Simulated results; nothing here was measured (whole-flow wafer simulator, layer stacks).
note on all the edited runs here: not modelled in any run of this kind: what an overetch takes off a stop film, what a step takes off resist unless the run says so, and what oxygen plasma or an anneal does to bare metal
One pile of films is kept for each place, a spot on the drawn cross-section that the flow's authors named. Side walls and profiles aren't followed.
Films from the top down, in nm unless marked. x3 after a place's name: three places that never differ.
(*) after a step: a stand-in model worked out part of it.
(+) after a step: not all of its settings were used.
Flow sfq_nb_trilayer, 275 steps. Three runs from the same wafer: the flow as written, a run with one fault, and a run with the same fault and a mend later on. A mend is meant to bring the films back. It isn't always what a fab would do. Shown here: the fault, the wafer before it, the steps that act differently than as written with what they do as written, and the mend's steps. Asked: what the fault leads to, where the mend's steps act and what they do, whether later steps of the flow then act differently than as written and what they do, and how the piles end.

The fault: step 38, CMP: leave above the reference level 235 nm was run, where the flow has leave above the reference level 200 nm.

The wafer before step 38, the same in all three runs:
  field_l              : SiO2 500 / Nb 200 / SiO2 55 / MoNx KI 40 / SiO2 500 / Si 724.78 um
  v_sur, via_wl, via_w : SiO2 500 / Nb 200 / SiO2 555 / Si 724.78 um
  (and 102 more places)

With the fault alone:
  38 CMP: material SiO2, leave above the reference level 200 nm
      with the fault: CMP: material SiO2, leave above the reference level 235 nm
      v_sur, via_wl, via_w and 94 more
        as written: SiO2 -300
        with the fault: SiO2 -265
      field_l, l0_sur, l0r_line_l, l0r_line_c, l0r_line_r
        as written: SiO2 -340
        with the fault: SiO2 -305
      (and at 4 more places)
  Later steps of the flow that act differently than as written (3 more steps differ only slightly, by at most 2% or 0.5 nm, whichever is larger, and aren't shown):
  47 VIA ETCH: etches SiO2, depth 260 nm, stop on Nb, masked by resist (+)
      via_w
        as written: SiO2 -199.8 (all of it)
        with the fault: SiO2 -234.8 (all of it)
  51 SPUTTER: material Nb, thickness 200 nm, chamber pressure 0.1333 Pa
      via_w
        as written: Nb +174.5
        with the fault: Nb +168
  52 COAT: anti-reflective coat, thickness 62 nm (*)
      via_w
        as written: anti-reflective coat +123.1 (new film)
        with the fault: anti-reflective coat +130.6 (new film)
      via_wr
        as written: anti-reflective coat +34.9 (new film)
        with the fault: anti-reflective coat +33.5 (new film)
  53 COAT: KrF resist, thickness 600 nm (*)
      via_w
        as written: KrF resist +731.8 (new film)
        with the fault: KrF resist +760.2 (new film)
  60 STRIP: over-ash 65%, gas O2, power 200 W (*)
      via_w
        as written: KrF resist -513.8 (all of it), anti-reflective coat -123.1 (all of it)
        with the fault: KrF resist -542.2 (all of it), anti-reflective coat -130.6 (all of it)
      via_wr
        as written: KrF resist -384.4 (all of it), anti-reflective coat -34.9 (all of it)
        with the fault: KrF resist -381.5 (all of it), anti-reflective coat -33.5 (all of it)
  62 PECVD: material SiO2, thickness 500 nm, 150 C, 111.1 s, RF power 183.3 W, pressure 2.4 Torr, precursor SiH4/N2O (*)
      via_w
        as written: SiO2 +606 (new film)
        with the fault: SiO2 +647.6 (new film)
  At the end the piles differ from the flow's by more than 2% or 0.5 nm, whichever is larger, at v_sur, via_wl, via_w and 37 more.
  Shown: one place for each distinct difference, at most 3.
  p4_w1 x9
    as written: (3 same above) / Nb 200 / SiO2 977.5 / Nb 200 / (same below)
    with the fault: (3 same above) / Nb 200 / SiO2 1012.5 / Nb 200 / (same below)
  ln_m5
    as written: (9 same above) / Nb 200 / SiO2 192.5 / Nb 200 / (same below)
    with the fault: (9 same above) / Nb 200 / SiO2 227.5 / Nb 200 / (same below)
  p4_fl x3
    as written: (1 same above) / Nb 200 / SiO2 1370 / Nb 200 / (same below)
    with the fault: (1 same above) / Nb 200 / SiO2 1405 / Nb 200 / (same below)

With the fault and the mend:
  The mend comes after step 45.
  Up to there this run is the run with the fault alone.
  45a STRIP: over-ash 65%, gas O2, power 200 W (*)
      field_l, v_sur, via_wl and 102 more
        KrF resist -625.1 (all of it), anti-reflective coat -62 (all of it)
      via_w
        anti-reflective coat -62 (all of it)
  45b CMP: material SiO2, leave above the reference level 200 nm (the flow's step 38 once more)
      field_l, v_sur, via_wl and 103 more
        SiO2 -35
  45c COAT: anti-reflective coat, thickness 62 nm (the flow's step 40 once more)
      field_l, v_sur, via_wl and 103 more
        anti-reflective coat +62 (new film)
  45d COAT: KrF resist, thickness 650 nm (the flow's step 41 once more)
      field_l, v_sur, via_wl and 103 more
        KrF resist +650 (new film)
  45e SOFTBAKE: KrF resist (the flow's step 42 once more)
      changes no film at any place that is followed
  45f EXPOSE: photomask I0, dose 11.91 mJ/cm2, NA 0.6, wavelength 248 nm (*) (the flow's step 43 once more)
      changes no film at any place that is followed
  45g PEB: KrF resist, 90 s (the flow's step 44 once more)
      field_l, v_sur, via_wl and 103 more
        KrF resist -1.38
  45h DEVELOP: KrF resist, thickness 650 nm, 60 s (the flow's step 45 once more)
      field_l, v_sur, via_wl and 102 more
        KrF resist -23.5
      via_w
        KrF resist -648.6 (all of it)
  No later step of the flow acts differently than as written at any place that is followed.
  At the end the piles are the same as the flow's at every place that both follow.
